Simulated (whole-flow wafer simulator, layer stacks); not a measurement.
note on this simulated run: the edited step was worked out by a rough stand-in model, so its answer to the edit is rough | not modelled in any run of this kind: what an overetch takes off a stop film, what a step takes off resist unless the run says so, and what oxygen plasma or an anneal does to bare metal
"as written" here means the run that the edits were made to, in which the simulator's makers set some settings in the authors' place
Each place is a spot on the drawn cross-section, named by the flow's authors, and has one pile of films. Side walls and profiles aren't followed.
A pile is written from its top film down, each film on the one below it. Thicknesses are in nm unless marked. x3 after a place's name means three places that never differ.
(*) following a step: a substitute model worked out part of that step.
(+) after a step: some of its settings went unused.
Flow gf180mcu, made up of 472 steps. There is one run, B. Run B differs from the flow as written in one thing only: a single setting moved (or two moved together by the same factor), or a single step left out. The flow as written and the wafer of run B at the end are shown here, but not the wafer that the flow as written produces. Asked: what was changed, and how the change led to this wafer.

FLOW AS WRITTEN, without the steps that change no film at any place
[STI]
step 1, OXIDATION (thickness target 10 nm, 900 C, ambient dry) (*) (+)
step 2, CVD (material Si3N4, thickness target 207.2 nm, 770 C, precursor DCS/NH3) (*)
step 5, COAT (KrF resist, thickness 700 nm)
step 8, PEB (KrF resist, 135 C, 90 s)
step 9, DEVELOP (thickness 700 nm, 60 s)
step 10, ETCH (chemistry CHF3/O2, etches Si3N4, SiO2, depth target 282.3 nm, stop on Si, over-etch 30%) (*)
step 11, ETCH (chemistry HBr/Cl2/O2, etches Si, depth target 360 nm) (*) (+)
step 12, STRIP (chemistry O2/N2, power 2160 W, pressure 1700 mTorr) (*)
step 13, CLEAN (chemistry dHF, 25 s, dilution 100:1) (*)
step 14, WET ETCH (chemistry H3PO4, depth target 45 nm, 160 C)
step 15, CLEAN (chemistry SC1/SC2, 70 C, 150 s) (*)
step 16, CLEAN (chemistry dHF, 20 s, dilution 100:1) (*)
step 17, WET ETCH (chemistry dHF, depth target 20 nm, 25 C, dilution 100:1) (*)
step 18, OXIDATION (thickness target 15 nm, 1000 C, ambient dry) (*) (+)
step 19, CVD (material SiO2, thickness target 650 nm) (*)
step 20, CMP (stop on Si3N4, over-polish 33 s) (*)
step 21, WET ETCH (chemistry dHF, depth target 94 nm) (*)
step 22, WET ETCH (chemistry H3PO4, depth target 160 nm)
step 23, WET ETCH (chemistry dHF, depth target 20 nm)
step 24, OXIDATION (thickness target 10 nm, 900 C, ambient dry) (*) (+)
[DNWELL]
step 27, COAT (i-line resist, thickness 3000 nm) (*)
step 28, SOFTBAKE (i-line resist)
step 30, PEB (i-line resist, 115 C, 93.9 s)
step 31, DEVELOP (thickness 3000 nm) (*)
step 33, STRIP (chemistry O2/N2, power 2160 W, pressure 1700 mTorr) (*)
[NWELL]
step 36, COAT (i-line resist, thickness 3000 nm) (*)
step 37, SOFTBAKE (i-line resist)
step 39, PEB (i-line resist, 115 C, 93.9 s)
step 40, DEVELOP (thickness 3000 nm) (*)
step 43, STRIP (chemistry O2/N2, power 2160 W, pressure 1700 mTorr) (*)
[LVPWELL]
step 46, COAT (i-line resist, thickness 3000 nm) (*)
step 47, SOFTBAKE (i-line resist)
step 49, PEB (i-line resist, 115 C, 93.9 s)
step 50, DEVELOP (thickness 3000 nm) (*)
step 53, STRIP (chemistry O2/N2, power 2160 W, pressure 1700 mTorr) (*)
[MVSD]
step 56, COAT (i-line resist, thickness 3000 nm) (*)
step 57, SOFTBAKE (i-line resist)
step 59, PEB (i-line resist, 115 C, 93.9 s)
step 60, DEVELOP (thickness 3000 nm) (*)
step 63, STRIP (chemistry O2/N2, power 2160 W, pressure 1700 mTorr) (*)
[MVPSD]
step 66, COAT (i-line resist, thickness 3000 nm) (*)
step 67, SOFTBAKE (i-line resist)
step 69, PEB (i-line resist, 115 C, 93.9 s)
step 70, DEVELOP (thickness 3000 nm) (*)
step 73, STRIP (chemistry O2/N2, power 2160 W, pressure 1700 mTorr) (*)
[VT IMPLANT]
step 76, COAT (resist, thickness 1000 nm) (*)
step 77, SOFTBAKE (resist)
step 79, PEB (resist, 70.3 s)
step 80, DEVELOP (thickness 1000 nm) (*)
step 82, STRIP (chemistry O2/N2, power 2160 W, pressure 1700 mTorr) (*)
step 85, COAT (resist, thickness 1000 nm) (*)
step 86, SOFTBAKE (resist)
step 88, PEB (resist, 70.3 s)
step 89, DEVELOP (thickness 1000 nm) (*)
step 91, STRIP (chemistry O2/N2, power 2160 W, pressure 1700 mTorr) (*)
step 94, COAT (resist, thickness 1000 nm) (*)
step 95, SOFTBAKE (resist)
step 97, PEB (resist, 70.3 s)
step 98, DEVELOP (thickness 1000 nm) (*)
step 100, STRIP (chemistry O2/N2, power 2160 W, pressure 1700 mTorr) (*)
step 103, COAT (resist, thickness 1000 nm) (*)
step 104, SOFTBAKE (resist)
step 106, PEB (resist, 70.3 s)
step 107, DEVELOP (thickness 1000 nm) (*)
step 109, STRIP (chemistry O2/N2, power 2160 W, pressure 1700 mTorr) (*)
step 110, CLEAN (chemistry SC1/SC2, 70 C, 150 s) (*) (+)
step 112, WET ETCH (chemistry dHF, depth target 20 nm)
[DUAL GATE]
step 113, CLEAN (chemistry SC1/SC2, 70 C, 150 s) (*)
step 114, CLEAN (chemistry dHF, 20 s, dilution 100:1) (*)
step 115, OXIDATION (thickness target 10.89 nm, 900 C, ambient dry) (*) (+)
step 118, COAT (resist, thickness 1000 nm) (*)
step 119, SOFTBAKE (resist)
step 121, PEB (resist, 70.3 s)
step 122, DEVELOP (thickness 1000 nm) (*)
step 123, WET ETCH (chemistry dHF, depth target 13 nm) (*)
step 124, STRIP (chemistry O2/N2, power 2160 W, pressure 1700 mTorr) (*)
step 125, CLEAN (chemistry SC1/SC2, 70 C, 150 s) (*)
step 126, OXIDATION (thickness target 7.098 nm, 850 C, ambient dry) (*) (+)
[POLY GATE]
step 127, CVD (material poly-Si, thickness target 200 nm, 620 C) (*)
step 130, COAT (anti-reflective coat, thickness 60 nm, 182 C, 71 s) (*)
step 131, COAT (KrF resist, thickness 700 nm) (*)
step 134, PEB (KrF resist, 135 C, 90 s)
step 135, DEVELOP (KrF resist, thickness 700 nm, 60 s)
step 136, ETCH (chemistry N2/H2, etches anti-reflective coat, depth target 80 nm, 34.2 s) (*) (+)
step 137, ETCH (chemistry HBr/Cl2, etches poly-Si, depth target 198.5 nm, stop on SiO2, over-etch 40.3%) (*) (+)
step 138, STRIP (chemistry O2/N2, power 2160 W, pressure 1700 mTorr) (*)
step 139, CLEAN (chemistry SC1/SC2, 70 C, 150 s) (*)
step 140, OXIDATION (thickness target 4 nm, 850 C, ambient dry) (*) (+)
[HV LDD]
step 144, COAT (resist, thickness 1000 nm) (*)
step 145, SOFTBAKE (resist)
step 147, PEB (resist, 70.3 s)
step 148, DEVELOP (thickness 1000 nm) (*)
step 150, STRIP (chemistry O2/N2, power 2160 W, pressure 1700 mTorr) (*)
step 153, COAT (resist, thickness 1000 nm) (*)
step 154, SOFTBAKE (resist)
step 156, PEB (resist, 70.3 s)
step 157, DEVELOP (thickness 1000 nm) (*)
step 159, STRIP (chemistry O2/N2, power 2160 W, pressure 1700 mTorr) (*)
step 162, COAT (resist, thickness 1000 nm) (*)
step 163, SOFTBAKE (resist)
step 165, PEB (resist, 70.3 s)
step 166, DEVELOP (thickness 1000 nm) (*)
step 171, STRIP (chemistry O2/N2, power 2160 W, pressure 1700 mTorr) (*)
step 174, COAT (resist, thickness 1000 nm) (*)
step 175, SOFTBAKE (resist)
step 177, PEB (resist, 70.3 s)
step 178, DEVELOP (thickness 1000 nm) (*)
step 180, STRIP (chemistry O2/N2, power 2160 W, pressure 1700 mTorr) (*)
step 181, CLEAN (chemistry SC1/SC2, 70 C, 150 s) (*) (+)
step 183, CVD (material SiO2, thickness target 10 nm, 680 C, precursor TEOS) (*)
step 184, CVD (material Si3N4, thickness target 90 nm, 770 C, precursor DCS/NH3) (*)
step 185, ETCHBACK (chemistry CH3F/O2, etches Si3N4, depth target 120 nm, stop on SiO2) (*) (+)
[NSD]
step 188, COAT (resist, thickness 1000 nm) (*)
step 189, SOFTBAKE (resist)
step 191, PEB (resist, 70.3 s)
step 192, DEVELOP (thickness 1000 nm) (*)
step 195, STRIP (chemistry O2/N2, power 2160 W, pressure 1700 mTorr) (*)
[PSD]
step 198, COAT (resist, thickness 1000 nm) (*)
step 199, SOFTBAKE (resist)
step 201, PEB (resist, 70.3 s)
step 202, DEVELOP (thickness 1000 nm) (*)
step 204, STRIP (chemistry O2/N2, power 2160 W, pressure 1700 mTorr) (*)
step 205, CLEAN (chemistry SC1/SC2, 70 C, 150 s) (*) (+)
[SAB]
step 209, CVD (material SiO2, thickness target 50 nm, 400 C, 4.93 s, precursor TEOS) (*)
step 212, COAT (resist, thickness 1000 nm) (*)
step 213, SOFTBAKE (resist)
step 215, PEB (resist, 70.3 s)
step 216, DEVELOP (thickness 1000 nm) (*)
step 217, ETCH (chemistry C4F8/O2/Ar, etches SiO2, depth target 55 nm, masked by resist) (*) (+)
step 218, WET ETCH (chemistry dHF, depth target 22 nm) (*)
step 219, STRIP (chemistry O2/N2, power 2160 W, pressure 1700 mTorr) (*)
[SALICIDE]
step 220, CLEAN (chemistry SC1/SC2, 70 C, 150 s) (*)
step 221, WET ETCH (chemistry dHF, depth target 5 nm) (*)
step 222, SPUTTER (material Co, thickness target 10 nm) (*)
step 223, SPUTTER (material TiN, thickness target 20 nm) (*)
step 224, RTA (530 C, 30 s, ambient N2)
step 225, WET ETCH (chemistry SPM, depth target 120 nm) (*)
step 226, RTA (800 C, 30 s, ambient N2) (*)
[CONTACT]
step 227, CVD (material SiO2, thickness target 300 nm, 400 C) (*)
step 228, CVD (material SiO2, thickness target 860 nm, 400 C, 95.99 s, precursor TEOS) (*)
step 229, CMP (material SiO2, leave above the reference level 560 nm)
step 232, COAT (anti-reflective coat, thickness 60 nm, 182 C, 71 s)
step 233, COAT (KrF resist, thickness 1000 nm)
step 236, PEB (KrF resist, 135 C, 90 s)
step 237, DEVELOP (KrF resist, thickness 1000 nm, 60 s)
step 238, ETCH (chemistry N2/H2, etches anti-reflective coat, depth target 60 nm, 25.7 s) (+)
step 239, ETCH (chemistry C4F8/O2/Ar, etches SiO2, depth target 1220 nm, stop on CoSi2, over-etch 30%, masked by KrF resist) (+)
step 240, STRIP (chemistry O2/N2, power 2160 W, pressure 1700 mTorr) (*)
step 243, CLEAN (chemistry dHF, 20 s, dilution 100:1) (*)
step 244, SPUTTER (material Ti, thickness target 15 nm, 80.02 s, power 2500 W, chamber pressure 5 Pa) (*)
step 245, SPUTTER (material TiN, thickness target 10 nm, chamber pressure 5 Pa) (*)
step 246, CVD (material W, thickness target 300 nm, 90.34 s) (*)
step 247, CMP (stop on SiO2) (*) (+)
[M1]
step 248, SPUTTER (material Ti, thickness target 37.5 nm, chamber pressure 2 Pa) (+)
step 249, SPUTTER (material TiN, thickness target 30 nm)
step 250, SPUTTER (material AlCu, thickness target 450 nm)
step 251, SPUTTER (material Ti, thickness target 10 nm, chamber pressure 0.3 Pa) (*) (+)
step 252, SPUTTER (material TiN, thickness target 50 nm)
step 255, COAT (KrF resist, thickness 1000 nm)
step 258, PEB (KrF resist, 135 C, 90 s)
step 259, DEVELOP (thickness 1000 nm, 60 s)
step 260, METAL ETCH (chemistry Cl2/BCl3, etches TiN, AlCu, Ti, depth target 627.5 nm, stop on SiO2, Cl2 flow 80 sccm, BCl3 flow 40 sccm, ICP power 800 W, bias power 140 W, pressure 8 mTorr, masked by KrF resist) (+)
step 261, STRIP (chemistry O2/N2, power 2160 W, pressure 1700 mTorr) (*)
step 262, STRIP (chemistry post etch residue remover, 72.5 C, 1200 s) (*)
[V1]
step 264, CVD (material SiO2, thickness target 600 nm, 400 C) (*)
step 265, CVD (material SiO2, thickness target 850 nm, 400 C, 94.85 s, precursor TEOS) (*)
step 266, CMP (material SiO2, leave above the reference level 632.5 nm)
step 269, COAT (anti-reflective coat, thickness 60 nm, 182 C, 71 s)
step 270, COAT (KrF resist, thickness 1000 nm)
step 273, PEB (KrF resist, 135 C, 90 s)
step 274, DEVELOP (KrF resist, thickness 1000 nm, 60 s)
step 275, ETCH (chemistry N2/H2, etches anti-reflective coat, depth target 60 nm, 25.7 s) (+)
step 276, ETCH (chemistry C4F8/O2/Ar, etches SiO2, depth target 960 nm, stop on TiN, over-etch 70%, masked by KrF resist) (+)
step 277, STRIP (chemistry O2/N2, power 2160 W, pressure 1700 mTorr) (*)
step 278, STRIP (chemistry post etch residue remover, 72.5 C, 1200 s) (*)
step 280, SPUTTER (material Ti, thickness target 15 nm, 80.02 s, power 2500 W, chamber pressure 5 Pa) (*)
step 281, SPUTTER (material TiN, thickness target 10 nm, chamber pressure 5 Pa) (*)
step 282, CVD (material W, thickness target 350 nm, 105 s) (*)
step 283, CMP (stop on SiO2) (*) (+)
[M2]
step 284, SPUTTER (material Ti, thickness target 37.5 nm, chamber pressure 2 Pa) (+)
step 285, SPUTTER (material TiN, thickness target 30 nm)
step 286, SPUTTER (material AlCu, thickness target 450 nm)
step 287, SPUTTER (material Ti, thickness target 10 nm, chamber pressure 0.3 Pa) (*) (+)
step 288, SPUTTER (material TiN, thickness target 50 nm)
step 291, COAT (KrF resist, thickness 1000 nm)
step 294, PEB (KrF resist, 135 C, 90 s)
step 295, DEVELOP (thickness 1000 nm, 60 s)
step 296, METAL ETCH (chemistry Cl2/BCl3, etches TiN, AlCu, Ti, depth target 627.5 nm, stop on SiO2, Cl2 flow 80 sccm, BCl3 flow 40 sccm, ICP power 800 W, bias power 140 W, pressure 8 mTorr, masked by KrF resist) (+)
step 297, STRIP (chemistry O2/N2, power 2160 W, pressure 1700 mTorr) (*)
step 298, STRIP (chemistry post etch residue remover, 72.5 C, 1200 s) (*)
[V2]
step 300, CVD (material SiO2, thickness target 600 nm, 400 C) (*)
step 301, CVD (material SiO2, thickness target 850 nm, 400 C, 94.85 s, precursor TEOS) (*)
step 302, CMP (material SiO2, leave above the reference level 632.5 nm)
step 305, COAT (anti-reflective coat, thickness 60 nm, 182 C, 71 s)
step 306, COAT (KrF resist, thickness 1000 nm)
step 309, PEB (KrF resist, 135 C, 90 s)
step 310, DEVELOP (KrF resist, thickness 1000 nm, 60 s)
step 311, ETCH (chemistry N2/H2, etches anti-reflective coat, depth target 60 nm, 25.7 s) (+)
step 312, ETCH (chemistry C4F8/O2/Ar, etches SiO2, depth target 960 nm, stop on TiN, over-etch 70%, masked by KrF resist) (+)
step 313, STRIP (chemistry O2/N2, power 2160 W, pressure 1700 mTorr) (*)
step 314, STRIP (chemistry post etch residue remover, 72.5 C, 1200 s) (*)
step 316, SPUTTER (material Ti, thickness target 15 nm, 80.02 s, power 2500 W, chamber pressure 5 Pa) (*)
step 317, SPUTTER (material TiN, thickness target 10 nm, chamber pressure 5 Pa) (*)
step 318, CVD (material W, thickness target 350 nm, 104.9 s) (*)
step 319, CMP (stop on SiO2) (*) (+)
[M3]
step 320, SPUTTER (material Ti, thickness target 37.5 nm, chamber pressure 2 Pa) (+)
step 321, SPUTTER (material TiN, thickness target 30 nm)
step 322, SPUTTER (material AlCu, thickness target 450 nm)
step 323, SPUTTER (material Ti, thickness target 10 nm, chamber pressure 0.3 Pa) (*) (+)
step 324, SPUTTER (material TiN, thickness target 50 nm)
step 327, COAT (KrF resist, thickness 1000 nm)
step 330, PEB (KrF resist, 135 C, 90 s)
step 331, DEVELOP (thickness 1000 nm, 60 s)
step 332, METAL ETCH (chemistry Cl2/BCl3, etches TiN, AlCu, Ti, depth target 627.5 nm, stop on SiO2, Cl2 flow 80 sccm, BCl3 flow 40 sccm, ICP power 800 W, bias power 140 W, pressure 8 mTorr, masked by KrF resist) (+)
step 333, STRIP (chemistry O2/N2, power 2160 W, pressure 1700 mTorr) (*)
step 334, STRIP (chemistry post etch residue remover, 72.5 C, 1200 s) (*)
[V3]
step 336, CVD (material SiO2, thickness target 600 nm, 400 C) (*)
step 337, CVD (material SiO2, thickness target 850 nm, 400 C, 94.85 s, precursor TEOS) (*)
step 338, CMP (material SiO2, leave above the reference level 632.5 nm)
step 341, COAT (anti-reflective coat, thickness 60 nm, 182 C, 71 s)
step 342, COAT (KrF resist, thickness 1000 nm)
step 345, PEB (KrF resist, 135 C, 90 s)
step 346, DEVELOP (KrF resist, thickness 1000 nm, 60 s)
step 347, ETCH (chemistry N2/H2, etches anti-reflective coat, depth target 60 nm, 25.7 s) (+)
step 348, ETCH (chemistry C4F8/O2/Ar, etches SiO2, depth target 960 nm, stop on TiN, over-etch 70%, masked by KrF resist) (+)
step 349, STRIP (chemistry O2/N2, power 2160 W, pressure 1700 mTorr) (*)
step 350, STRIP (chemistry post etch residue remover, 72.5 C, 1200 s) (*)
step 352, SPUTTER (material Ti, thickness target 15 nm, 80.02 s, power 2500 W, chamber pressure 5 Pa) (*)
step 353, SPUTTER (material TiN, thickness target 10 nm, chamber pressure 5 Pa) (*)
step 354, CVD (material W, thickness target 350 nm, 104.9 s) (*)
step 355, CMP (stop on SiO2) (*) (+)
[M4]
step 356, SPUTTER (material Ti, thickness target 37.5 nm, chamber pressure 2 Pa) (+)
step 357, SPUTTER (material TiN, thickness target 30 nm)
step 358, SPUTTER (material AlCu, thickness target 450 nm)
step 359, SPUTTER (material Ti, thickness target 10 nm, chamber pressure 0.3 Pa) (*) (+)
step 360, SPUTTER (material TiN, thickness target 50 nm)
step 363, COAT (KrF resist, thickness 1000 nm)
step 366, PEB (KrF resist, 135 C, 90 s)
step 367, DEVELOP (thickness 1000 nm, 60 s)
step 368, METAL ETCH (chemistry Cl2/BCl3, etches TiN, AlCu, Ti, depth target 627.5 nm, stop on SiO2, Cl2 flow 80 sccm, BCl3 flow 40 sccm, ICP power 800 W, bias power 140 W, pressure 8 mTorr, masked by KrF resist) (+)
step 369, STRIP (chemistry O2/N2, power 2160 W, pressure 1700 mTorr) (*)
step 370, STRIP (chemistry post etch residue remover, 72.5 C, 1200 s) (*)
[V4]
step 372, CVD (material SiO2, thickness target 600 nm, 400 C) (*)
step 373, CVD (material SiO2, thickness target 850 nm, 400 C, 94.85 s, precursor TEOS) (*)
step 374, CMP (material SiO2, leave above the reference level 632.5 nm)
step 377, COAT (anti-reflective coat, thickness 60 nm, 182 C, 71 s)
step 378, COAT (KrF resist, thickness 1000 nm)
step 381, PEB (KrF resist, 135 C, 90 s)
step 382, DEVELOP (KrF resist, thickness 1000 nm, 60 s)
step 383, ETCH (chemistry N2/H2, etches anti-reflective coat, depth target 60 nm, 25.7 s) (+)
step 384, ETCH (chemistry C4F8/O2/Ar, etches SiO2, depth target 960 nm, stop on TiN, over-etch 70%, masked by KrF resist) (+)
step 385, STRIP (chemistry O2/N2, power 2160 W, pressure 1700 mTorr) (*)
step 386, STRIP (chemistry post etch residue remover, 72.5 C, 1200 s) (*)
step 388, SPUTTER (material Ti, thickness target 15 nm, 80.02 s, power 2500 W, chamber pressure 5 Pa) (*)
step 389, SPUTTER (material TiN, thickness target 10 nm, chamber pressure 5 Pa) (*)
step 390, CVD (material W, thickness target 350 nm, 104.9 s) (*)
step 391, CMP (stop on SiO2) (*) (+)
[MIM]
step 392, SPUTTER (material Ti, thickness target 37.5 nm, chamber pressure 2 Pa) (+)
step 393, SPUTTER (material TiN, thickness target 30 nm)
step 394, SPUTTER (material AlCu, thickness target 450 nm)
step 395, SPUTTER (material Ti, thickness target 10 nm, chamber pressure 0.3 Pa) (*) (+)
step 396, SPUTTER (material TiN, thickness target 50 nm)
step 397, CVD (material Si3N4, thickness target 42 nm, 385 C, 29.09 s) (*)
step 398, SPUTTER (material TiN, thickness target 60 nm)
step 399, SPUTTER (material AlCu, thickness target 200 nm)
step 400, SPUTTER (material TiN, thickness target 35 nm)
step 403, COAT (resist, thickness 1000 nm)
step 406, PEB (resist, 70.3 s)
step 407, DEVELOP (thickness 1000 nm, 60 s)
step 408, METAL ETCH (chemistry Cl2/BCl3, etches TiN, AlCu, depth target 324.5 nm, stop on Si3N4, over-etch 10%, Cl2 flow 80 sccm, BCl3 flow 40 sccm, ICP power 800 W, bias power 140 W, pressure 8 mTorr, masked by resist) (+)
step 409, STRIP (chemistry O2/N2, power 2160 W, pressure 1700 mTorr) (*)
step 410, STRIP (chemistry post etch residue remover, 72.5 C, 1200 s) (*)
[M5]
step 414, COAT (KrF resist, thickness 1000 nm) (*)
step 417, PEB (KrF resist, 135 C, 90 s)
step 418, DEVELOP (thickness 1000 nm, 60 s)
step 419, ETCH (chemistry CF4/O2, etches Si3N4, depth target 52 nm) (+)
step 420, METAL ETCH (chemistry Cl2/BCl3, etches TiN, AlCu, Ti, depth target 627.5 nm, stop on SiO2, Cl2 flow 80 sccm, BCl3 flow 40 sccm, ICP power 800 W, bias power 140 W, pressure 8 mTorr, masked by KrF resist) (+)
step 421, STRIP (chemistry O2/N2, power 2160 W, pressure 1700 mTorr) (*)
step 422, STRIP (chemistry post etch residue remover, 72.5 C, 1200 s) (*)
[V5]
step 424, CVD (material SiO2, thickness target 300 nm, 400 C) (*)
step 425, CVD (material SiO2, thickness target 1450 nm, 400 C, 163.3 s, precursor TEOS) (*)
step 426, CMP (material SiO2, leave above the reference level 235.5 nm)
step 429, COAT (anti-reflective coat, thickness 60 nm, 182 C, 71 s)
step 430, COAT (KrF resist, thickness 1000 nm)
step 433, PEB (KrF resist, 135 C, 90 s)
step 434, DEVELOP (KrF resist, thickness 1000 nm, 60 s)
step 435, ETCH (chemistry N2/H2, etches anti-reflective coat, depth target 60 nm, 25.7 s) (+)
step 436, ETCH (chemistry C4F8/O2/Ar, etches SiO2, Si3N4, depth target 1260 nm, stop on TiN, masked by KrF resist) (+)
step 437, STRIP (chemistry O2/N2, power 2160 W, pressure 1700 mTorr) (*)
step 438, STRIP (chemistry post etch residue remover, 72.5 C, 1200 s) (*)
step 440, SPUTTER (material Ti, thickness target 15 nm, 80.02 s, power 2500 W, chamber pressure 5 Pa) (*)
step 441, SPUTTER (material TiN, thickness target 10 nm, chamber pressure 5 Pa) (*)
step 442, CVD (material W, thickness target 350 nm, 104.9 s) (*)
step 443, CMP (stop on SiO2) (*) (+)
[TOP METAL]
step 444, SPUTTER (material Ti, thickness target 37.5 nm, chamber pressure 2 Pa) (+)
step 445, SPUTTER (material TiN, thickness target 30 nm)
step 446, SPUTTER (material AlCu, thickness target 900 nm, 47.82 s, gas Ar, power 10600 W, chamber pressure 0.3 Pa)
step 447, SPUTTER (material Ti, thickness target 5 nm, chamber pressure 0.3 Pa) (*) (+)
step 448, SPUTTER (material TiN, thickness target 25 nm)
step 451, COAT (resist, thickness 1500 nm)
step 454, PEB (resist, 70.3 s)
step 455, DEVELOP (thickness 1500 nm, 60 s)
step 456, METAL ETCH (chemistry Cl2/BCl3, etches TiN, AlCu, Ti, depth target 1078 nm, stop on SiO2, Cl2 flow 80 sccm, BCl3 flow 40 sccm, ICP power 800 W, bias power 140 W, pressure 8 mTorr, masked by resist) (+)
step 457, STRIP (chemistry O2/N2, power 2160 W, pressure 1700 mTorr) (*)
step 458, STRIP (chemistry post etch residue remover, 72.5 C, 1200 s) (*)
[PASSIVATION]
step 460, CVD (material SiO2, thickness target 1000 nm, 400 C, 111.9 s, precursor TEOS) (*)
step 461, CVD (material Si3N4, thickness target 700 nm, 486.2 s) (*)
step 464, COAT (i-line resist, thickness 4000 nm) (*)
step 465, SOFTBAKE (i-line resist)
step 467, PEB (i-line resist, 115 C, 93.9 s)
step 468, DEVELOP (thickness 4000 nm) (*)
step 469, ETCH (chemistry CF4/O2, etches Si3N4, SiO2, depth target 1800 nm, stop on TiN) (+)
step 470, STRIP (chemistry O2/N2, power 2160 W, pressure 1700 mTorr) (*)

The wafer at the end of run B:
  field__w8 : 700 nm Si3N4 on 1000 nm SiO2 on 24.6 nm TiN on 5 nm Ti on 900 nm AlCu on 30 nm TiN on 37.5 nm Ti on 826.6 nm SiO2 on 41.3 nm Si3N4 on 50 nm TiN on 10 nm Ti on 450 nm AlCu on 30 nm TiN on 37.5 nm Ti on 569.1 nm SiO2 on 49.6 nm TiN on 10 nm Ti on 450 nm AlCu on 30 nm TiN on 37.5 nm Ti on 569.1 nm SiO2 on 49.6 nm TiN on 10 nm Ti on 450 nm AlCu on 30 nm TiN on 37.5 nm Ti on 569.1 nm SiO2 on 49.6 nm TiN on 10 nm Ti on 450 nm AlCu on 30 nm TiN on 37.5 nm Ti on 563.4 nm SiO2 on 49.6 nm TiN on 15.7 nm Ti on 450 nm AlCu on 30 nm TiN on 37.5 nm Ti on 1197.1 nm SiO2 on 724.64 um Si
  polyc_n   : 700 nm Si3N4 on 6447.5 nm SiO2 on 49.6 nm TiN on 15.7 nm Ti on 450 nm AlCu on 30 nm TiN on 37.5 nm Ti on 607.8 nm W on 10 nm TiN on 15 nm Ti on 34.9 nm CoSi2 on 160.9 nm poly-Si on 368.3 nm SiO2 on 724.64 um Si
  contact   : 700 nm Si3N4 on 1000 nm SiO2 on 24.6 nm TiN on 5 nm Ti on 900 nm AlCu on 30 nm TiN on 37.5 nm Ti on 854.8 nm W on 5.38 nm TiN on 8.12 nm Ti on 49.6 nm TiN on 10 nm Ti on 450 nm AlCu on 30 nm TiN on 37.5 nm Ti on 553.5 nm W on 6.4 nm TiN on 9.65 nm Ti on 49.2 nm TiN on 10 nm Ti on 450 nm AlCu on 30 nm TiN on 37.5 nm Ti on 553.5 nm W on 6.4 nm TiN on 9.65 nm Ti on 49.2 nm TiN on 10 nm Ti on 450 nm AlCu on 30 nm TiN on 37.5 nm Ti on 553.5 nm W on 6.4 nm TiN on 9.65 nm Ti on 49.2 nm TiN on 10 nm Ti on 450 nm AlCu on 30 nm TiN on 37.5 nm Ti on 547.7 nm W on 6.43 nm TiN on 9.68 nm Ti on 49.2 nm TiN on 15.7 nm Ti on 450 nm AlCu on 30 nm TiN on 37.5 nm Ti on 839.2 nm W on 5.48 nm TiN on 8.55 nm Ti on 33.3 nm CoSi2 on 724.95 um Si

Cause: step 251, SPUTTER: thickness target 15.7 nm was run, whereas the flow has thickness target 10 nm.
One can read it off the wafer: field__w8 has Ti 15.7, and step 251 as written asks for 10 nm.

The path from the change to this, step by step:
  step 251, SPUTTER (material Ti, thickness target 10 nm, chamber pressure 0.3 Pa) (*) (+)
      field, field__w1, field__w2 and 108 more: Ti gains 15.7 (new film) (as written it would have been: Ti gains 10 (new film))
  step 260, METAL ETCH (chemistry Cl2/BCl3, etches TiN, AlCu, Ti, depth target 627.5 nm, stop on SiO2, Cl2 flow 80 sccm, BCl3 flow 40 sccm, ICP power 800 W, bias power 140 W, pressure 8 mTorr, masked by KrF resist) (+)
      field, field__w1, field__w2 and 99 more: TiN loses 50 (all of it), Ti loses 15.7 (all of it), AlCu loses 450 (all of it), TiN loses 30 (all of it), Ti loses 37.5 (all of it) (as written it would have been: TiN loses 50 (all of it), Ti loses 10 (all of it), AlCu loses 450 (all of it), TiN loses 30 (all of it), Ti loses 37.5 (all of it))
